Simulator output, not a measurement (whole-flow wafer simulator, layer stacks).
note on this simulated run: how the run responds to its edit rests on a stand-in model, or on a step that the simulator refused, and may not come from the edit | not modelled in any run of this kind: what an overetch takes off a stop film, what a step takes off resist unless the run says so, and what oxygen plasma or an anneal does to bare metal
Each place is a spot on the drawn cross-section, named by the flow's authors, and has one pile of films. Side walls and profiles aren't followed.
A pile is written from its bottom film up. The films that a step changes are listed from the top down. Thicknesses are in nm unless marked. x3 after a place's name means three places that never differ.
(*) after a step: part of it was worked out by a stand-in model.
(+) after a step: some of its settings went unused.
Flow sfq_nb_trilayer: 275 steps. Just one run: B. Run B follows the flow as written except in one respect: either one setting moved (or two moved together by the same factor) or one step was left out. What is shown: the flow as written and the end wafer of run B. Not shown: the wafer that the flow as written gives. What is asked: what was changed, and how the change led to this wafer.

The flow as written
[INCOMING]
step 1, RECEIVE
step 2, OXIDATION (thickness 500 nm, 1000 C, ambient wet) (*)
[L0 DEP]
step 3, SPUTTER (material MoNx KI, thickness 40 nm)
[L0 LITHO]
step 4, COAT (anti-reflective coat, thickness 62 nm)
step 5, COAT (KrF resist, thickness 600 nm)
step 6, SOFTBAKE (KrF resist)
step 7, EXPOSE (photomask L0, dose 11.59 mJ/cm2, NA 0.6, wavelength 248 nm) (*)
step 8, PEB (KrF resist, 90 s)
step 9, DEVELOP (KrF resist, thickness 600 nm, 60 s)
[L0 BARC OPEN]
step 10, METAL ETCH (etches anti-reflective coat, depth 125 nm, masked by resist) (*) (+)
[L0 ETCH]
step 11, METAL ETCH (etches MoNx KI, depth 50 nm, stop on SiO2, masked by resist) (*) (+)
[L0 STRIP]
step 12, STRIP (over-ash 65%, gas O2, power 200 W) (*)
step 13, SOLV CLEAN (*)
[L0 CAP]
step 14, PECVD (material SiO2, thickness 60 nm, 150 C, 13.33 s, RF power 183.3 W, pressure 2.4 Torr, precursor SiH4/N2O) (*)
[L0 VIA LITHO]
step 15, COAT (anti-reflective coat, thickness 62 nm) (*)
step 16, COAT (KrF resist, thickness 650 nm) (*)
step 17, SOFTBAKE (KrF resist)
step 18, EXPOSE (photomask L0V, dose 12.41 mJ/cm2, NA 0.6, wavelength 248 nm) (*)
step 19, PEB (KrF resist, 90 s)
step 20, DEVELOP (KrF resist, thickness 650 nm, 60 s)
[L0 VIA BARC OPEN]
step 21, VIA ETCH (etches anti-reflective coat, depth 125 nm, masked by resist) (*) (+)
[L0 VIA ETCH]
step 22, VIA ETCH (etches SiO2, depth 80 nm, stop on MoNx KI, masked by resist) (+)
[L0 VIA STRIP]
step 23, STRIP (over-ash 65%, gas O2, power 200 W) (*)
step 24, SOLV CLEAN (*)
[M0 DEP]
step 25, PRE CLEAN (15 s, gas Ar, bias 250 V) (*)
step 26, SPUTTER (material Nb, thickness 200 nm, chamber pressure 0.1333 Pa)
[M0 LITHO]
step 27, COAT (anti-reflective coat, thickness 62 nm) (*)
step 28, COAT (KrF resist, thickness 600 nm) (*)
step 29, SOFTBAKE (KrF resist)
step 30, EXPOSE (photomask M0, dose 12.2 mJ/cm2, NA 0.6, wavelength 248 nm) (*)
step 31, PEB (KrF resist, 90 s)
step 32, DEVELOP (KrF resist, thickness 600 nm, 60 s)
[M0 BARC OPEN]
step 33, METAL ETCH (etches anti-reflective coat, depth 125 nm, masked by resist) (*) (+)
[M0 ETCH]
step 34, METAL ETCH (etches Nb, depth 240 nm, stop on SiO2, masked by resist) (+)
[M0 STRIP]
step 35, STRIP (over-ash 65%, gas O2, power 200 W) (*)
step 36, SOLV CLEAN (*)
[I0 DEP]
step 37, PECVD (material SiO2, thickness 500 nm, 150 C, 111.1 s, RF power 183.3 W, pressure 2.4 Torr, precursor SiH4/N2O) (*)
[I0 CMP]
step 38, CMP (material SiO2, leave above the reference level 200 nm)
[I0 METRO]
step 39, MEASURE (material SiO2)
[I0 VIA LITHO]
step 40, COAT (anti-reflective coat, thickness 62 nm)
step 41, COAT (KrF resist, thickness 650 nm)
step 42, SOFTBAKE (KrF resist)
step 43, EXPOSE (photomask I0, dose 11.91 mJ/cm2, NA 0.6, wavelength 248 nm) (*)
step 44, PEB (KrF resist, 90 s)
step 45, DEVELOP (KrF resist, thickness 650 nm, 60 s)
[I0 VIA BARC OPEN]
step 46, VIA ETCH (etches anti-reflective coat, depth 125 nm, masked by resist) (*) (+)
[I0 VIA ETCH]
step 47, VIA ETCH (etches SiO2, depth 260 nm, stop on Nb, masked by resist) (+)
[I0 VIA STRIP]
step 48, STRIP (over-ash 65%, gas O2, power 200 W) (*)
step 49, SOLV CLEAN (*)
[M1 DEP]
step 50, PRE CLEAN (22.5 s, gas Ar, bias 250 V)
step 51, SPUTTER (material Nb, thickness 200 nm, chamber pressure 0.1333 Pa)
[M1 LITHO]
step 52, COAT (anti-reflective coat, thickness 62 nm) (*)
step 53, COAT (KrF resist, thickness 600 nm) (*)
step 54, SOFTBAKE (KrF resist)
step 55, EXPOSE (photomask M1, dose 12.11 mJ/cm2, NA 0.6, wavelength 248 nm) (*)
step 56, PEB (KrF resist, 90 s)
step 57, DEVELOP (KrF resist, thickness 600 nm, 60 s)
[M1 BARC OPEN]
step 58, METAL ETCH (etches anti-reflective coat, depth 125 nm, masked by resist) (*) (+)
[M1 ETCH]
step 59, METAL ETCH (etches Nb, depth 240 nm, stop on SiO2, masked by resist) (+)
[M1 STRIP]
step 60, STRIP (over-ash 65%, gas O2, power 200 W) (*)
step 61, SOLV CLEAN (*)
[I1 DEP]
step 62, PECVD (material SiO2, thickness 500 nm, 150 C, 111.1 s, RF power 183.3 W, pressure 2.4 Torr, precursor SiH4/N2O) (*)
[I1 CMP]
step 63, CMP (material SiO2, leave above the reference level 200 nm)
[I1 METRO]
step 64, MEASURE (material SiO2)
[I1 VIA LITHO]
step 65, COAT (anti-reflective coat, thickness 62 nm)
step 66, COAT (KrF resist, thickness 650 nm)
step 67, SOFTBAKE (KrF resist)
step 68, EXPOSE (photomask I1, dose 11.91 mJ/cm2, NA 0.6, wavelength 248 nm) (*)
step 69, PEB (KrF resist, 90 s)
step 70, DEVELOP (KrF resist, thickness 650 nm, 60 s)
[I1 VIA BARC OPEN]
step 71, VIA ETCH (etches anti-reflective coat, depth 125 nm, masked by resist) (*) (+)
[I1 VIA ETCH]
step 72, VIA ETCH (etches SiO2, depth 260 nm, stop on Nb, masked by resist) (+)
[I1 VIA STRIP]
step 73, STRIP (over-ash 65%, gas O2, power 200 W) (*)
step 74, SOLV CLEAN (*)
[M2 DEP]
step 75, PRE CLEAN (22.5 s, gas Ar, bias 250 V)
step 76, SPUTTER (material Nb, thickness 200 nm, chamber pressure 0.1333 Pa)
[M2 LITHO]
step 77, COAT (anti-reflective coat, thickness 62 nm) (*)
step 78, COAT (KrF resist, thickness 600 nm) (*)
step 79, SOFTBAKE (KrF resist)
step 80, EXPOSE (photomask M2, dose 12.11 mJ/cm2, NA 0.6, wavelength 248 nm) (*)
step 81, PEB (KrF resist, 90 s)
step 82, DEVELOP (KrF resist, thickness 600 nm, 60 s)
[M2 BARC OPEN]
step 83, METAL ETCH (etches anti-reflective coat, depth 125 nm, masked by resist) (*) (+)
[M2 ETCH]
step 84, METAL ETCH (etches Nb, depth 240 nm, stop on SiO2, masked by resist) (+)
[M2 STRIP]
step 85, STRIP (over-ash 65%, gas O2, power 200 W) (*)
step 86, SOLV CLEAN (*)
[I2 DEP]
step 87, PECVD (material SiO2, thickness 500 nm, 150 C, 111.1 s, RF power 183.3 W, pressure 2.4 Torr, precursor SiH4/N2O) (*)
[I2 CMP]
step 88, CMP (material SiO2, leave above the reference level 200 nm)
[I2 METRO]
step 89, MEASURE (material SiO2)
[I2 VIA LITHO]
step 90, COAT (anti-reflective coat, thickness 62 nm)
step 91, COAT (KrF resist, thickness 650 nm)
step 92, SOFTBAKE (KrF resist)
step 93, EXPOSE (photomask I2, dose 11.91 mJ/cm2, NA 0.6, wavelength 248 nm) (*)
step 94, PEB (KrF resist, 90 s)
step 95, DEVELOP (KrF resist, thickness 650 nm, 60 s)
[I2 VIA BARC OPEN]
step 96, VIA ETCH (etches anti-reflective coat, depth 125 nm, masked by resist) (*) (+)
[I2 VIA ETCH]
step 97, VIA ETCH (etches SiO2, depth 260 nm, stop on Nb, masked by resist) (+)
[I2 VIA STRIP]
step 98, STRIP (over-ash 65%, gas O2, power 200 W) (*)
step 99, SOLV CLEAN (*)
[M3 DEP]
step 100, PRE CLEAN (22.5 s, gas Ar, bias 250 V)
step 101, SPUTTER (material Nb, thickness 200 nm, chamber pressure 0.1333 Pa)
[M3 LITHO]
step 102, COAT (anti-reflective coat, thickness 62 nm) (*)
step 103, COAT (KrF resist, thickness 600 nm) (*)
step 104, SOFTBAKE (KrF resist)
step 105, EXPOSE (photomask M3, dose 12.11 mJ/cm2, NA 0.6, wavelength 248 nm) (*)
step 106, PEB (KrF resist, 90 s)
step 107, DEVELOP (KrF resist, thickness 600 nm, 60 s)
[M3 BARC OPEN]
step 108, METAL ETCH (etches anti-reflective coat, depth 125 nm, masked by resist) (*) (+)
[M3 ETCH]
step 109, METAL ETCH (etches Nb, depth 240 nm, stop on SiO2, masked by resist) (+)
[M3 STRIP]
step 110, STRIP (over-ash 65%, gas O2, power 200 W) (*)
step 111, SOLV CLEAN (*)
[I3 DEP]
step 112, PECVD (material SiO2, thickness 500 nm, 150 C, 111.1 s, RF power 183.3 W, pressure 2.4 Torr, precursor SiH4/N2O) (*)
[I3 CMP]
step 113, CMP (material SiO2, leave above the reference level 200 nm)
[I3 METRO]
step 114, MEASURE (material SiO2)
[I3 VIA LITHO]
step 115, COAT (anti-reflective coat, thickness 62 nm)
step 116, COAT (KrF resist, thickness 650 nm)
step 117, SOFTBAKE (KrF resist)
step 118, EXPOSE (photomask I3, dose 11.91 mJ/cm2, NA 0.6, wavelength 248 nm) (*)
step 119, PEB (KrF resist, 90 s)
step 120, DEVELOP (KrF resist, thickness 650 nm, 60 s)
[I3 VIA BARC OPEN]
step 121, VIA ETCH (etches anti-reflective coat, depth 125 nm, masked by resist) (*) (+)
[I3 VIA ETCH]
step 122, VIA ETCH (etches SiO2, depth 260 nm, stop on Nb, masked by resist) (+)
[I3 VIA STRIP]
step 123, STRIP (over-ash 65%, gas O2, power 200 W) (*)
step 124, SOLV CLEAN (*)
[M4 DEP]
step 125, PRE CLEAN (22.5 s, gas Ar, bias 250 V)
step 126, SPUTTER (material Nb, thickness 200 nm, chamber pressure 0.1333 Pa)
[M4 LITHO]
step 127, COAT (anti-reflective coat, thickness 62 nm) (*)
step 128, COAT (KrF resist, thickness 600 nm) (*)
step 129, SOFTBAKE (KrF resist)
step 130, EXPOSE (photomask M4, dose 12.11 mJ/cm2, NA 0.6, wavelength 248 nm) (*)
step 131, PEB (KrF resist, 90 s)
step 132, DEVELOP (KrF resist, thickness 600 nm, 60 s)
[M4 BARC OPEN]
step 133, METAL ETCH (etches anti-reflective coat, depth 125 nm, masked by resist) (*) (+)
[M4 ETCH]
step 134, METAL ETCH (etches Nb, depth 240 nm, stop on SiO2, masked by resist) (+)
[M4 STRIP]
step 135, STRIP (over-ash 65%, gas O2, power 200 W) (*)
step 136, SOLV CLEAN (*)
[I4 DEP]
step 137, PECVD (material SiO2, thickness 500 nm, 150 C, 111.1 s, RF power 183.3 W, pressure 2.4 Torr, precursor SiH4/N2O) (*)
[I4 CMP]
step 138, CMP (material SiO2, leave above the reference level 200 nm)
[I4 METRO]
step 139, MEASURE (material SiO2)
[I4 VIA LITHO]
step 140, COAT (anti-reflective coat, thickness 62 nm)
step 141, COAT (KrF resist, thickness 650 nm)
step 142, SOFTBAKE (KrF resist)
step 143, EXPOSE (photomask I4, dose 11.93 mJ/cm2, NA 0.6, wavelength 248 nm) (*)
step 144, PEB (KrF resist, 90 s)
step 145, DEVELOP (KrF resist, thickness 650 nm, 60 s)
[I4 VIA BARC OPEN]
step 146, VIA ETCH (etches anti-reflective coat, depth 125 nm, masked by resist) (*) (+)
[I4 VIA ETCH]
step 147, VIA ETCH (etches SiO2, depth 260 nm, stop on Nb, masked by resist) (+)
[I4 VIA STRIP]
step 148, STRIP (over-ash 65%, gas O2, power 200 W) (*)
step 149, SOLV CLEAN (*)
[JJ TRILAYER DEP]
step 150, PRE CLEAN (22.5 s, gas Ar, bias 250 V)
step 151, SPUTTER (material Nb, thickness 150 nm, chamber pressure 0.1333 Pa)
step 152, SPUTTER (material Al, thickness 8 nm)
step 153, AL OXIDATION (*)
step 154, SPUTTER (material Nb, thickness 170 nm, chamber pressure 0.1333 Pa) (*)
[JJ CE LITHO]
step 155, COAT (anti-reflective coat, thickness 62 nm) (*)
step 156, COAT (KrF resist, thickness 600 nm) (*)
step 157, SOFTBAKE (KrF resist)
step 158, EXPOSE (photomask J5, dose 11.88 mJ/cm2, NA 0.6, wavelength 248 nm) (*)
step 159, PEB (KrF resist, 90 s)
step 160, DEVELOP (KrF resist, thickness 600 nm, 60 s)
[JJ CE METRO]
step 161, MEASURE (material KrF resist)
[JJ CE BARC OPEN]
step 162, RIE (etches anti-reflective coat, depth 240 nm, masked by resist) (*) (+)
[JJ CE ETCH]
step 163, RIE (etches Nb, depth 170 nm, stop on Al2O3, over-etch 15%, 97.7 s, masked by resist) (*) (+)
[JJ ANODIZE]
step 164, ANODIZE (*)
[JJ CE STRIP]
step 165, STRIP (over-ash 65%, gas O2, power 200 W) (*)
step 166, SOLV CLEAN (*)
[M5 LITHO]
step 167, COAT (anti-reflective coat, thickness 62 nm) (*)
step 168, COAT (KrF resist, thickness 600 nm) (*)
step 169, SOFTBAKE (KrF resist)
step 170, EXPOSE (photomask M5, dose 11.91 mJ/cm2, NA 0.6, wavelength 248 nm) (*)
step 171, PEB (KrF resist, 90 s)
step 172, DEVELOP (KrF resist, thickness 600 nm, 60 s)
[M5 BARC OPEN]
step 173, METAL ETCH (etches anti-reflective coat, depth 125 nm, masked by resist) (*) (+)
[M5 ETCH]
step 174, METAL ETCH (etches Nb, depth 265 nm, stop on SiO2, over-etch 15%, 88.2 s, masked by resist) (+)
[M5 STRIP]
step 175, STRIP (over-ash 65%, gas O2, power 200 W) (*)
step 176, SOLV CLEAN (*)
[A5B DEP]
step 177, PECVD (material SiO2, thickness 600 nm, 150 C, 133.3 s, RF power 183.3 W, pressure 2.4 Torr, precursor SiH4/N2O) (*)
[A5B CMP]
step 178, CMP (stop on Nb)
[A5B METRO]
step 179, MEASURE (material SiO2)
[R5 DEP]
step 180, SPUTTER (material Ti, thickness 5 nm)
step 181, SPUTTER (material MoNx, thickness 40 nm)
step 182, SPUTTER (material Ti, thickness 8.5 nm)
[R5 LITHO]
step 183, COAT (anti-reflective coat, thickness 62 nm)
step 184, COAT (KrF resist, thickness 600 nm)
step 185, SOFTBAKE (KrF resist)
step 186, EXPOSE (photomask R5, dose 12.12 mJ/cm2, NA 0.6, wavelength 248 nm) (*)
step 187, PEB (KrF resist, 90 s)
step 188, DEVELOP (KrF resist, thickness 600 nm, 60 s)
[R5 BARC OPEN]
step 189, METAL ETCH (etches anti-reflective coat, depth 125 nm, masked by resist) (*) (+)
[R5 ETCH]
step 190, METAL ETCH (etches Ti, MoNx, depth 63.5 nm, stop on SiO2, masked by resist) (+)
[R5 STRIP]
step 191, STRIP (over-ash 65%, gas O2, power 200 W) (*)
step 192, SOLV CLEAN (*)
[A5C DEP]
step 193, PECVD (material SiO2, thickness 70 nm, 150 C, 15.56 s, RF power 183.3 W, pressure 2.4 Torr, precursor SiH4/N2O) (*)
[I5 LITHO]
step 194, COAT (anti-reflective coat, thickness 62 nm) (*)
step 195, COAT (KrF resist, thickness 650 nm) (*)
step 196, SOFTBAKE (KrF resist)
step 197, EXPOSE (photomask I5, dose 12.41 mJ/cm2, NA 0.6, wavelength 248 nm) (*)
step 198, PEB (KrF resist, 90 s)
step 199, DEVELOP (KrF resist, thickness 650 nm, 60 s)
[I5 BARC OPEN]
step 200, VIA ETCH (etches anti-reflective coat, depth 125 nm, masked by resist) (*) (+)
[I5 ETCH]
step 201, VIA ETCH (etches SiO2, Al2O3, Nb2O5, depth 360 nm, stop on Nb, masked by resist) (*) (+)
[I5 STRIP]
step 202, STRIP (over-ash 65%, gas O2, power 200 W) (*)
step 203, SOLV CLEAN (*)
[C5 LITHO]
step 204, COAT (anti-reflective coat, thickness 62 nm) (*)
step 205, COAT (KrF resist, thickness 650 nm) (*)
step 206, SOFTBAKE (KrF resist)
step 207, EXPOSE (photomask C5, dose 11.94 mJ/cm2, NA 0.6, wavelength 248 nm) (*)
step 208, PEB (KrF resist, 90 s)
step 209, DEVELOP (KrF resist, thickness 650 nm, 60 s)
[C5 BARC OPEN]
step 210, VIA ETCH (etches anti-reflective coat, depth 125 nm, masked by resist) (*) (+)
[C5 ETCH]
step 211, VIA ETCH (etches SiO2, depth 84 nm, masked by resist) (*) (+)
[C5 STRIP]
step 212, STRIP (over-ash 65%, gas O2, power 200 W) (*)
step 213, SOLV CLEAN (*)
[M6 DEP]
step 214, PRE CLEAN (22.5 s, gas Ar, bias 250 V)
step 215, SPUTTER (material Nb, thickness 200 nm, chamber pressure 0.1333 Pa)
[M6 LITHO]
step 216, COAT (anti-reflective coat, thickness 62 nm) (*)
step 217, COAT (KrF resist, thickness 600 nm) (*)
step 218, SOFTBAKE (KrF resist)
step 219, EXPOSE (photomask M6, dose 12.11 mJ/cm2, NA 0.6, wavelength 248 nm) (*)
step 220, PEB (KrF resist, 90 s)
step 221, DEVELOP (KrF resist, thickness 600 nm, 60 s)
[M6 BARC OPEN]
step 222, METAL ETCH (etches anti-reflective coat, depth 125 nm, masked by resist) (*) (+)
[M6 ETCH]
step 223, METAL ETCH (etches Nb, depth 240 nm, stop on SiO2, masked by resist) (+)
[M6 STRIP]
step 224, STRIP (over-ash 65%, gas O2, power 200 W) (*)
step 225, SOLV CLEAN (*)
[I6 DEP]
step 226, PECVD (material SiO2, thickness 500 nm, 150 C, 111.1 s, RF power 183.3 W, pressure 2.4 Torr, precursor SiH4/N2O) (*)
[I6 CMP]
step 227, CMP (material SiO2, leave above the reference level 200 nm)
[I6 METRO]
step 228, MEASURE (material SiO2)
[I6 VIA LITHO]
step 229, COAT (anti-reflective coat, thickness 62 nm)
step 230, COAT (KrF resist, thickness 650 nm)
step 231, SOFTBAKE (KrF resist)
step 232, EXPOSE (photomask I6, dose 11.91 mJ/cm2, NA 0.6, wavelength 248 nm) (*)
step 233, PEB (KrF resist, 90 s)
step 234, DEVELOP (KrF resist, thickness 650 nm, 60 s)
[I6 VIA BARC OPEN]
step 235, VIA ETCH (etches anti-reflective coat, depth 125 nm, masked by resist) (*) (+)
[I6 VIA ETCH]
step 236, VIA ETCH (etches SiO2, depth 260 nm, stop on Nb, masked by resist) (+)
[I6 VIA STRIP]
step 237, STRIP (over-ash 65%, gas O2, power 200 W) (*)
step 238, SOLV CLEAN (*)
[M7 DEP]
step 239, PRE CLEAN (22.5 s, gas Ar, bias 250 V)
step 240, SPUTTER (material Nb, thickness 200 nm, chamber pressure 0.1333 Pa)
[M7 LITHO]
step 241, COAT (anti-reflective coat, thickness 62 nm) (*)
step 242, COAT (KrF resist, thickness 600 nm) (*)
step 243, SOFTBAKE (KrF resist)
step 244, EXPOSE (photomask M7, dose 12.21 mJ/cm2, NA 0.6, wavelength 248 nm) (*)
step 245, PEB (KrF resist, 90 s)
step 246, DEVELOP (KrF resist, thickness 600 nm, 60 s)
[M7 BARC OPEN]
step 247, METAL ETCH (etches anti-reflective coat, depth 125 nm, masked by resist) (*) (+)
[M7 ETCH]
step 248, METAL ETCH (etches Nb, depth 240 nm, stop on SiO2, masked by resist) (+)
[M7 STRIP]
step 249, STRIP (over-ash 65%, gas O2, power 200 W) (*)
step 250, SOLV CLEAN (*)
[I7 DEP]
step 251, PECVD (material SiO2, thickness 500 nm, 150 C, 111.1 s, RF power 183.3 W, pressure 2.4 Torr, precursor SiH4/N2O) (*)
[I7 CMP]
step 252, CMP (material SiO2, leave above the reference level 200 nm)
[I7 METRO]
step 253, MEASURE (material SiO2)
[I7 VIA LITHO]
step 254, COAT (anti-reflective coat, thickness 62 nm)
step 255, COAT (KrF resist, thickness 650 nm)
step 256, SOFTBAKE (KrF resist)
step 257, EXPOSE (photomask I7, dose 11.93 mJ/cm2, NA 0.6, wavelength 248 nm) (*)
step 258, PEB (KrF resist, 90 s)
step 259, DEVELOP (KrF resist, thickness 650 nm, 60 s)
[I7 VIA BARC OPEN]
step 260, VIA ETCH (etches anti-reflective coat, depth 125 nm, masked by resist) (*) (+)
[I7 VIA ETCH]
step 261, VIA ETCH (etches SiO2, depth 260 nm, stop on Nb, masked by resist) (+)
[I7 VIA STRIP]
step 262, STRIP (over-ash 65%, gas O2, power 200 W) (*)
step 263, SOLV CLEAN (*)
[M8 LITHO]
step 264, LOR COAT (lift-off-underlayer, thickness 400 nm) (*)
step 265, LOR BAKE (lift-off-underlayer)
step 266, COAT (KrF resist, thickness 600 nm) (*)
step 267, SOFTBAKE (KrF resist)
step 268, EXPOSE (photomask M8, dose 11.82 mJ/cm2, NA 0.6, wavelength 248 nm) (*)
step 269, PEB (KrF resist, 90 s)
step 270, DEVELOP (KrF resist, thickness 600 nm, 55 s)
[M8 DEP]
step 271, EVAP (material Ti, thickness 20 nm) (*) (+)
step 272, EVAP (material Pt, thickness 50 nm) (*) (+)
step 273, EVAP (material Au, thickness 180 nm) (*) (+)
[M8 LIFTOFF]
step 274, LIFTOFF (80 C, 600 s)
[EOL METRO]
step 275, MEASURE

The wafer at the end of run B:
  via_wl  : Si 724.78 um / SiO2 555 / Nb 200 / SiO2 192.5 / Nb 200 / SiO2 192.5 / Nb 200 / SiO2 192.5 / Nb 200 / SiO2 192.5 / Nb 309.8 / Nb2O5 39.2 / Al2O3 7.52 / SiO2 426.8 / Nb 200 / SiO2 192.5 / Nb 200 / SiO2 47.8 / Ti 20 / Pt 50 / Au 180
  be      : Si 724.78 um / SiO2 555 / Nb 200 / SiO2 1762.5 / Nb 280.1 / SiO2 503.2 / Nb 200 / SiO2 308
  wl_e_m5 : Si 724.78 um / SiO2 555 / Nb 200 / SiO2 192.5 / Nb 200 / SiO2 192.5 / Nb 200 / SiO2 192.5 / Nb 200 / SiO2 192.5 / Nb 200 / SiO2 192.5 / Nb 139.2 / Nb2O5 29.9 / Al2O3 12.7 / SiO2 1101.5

What caused this: step 252, CMP: leave above the reference level 308 nm was run, though the flow has leave above the reference level 200 nm.
The wafer lets one read it off: be has SiO2 308, and step 252 as written asks for 200 nm.

The path from the change to this, step by step:
  step 252, CMP (material SiO2, leave above the reference level 200 nm)
      field_l, p4_fl, p4_fm and 56 more: nothing (it would be, as written: -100 SiO2)
      field_r, lsp_l: nothing (it would be, as written: -77.7 SiO2)
      (and at 45 other places as well)
  step 254, COAT (anti-reflective coat, thickness 62 nm)
      m5r_linepad_l, m5r_linepad_r: +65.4 anti-reflective coat (new film) (it would be, as written: +62 anti-reflective coat (new film))
      r5r_spacepad_l, r5r_spacepad_r: +65.5 anti-reflective coat (new film) (it would be, as written: +62 anti-reflective coat (new film))
      (and at 13 other places as well)
  step 255, COAT (KrF resist, thickness 650 nm)
      lsp_l: +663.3 KrF resist (new film) (it would be, as written: +650 KrF resist (new film))
  step 261, VIA ETCH (etches SiO2, depth 260 nm, stop on Nb, masked by resist) (+)
      via_wl, via_w, via_wr: -260 SiO2 (it would be, as written: -199.8 SiO2 (all of it))
  step 262, STRIP (over-ash 65%, gas O2, power 200 W) (*)
      m5r_linepad_l, m5r_linepad_r: -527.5 KrF resist (all of it), -65.4 anti-reflective coat (all of it) (it would be, as written: -528.6 KrF resist (all of it), -62 anti-reflective coat (all of it))
      r5r_spacepad_l, r5r_spacepad_r: -527.8 KrF resist (all of it), -65.5 anti-reflective coat (all of it) (it would be, as written: -528.6 KrF resist (all of it), -62 anti-reflective coat (all of it))
      (and at 13 other places as well)
  step 264, LOR COAT (lift-off-underlayer, thickness 400 nm) (*)
      v_sur: +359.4 lift-off-underlayer (new film) (it would be, as written: +369.4 lift-off-underlayer (new film))
      via_wl: +592.1 lift-off-underlayer (new film) (it would be, as written: +549.8 lift-off-underlayer (new film))
      (and at 7 other places as well)
  step 270, DEVELOP (KrF resist, thickness 600 nm, 55 s)
      v_sur: -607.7 KrF resist (all of it), -359.4 lift-off-underlayer (all of it) (it would be, as written: -607.3 KrF resist (all of it), -369.4 lift-off-underlayer (all of it))
      via_wl: -631.3 KrF resist (all of it), -592.1 lift-off-underlayer (all of it) (it would be, as written: -623.9 KrF resist (all of it), -549.8 lift-off-underlayer (all of it))
      (and at 3 other places as well)
  step 274, LIFTOFF (80 C, 600 s)
      field_r: -180 Au (all of it), -50 Pt (all of it), -20 Ti (all of it), -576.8 KrF resist (all of it), -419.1 lift-off-underlayer (all of it) (it would be, as written: -180 Au (all of it), -50 Pt (all of it), -20 Ti (all of it), -573.5 KrF resist (all of it), -399.6 lift-off-underlayer (all of it))
      lsp_l: -180 Au (all of it), -50 Pt (all of it), -20 Ti (all of it), -577.5 KrF resist (all of it), -418 lift-off-underlayer (all of it) (it would be, as written: -180 Au (all of it), -50 Pt (all of it), -20 Ti (all of it), -573.4 KrF resist (all of it), -399.6 lift-off-underlayer (all of it))
      (and at 2 other places as well)
If metal films that touch count as one body, via_wl has 8 bodies (between them, from the top down: SiO2 47.8; SiO2 192.5; SiO2 426.8 / Al2O3 7.52 / Nb2O5 39.2; SiO2 192.5; SiO2 192.5; SiO2 192.5; SiO2 192.5); the flow as written gives 7 bodies (between them, from the top down: SiO2 192.5; SiO2 426.8 / Al2O3 7.52 / Nb2O5 39.2; SiO2 192.5; SiO2 192.5; SiO2 192.5; SiO2 192.5).
